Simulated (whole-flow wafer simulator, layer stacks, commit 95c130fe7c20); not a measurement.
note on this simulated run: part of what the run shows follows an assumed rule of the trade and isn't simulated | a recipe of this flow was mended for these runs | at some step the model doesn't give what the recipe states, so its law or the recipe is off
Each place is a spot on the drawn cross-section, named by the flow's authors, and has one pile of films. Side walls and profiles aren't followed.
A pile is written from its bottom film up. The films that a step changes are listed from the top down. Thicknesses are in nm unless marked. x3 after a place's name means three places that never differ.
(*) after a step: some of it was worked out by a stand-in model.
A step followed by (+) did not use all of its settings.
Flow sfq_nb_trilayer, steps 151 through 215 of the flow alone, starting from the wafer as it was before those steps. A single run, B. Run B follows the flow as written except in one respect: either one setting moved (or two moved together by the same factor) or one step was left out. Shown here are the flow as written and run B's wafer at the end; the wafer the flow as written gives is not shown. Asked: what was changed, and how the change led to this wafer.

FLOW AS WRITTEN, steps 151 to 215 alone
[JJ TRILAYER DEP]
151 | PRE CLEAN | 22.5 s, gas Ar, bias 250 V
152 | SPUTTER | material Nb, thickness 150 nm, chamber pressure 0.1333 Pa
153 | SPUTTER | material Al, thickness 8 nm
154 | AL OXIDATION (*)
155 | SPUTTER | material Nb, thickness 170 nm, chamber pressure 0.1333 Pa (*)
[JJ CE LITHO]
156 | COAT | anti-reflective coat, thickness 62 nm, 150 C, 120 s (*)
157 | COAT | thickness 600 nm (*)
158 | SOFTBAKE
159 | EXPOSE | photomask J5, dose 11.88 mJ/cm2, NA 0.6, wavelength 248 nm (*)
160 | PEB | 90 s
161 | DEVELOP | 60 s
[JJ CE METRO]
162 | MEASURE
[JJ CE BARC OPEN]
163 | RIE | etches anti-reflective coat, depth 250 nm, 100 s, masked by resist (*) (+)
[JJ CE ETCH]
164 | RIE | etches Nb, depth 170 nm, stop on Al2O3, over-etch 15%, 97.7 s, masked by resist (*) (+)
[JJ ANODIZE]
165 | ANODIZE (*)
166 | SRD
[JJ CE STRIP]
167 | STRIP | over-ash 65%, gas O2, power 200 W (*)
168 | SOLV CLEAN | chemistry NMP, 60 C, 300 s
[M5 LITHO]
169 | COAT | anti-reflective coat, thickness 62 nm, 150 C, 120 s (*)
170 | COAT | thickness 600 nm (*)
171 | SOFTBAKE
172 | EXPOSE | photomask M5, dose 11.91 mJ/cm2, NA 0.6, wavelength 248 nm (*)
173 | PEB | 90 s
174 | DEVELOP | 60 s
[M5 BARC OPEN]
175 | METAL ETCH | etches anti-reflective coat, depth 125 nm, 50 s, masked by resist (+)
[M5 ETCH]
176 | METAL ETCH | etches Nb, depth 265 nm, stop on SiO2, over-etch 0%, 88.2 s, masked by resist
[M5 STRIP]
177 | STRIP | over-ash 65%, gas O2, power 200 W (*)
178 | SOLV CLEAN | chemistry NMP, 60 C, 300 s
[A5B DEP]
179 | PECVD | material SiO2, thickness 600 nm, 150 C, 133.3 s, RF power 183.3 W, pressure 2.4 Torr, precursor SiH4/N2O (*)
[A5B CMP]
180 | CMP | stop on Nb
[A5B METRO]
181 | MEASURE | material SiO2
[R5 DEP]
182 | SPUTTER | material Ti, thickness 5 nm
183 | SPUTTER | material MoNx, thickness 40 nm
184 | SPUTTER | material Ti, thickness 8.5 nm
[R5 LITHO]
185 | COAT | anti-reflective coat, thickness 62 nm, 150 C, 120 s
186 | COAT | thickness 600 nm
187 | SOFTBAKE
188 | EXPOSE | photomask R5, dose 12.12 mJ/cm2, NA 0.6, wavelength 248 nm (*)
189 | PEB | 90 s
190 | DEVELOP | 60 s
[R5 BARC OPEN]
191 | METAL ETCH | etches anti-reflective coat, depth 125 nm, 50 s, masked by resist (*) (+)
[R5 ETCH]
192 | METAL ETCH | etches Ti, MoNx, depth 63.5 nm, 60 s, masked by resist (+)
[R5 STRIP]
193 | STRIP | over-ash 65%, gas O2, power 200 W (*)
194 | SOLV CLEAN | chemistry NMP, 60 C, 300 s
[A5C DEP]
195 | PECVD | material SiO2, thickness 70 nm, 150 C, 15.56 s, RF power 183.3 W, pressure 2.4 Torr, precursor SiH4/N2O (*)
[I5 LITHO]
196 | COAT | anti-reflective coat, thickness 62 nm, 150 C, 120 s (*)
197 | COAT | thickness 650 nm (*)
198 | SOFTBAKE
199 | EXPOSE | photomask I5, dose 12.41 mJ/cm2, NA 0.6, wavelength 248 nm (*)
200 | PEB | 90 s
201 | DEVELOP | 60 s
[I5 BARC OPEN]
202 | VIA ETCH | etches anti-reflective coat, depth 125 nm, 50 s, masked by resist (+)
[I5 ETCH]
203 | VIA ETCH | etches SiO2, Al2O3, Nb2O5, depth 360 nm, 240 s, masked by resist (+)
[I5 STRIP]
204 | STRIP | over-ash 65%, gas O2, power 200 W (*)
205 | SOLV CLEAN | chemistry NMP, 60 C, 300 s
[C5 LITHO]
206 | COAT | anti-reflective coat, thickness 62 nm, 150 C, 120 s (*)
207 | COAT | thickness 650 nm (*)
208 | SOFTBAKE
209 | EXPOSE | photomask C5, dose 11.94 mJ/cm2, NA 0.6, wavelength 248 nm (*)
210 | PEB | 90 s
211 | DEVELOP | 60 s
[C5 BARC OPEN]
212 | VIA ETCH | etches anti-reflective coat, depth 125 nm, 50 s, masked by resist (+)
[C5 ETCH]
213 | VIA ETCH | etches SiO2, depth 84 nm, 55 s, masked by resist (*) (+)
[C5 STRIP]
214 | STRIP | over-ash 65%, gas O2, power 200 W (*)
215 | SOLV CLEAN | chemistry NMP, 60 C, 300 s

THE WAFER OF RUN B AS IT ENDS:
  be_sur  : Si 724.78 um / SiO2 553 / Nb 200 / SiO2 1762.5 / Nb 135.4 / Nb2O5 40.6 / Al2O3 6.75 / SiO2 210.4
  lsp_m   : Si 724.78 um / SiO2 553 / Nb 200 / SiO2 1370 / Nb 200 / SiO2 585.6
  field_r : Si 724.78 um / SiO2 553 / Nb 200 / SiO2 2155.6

The reason: step 153, SPUTTER: thickness 4.4 nm was run, while the flow as written has thickness 8 nm.

The path from the change to this, step by step:
  153 | SPUTTER | material Al, thickness 8 nm
      field_l, v_sur, via_sp and 100 more: Al gains 4.4 (new film) (it would be, as written: Al gains 8 (new film))
      via_wl, via_wr: Al gains 2.82 (new film) (it would be, as written: Al gains 5.13 (new film))
      (also at 1 further place)
  156 | COAT | anti-reflective coat, thickness 62 nm, 150 C, 120 s (*)
      via_wl, via_wr: anti-reflective coat gains 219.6 (new film) (it would be, as written: anti-reflective coat gains 224.3 (new film))
  163 | RIE | etches anti-reflective coat, depth 250 nm, 100 s, masked by resist (*) (+)
      via_wl, via_wr: anti-reflective coat loses 219.6 (all of it) (it would be, as written: anti-reflective coat loses 224.3 (all of it))
  165 | ANODIZE (*)
      field_l, v_sur, via_sp and 96 more: Al2O3 gains 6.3, Nb2O5 gains 40.6 (new film), Al loses 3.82 (all of it), Nb loses 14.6 (it would be, as written: Al2O3 gains 12.2, Nb2O5 gains 29.9 (new film), Al loses 7.42 (all of it), Nb loses 10.8)
      via_wl, via_wr: Al2O3 gains 3.7 (new film), Nb2O5 gains 46 (new film), Al loses 2.24 (all of it), Nb loses 16.6 (it would be, as written: Al2O3 gains 7.51 (new film), Nb2O5 gains 39.2 (new film), Al loses 4.55 (all of it), Nb loses 14.1)
      (also at 1 further place)
  169 | COAT | anti-reflective coat, thickness 62 nm, 150 C, 120 s (*)
      c5j: anti-reflective coat gains 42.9 (new film) (it would be, as written: anti-reflective coat gains 43.9 (new film))
  176 | METAL ETCH | etches Nb, depth 265 nm, stop on SiO2, over-etch 0%, 88.2 s, masked by resist
      field_l, res, field_r and 43 more: Al2O3 loses 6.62 (all of it), Nb2O5 loses 40.6 (all of it), Nb loses 135.4 (all of it), SiO2 loses 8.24 (it would be, as written: Al2O3 loses 12.6 (all of it), Nb2O5 loses 29.9 (all of it), Nb loses 139.2 (all of it), SiO2 loses 8.33)
      r_end, moat, wl_b_sl, wl_g_sl: Al2O3 loses 6.63 (all of it), Nb2O5 loses 40.6 (all of it), Nb loses 135.4 (all of it), SiO2 loses 8.24 (it would be, as written: Al2O3 loses 12.6 (all of it), Nb2O5 loses 29.9 (all of it), Nb loses 139.2 (all of it), SiO2 loses 8.33)
      (also at 3 further places)
  177 | STRIP | over-ash 65%, gas O2, power 200 W (*)
      c5j: KrF-resist-other-grade loses 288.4 (all of it), anti-reflective coat loses 42.9 (all of it) (it would be, as written: KrF-resist-other-grade loses 284.5 (all of it), anti-reflective coat loses 43.9 (all of it))
  203 | VIA ETCH | etches SiO2, Al2O3, Nb2O5, depth 360 nm, 240 s, masked by resist (+)
      be: SiO2 loses 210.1 (all of it), Al2O3 loses 6.75 (all of it), Nb2O5 loses 40.6 (all of it), Nb loses 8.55 (it would be, as written: SiO2 loses 214.5 (all of it), Al2O3 loses 12.7 (all of it), Nb2O5 loses 29.9 (all of it), Nb loses 8.57)
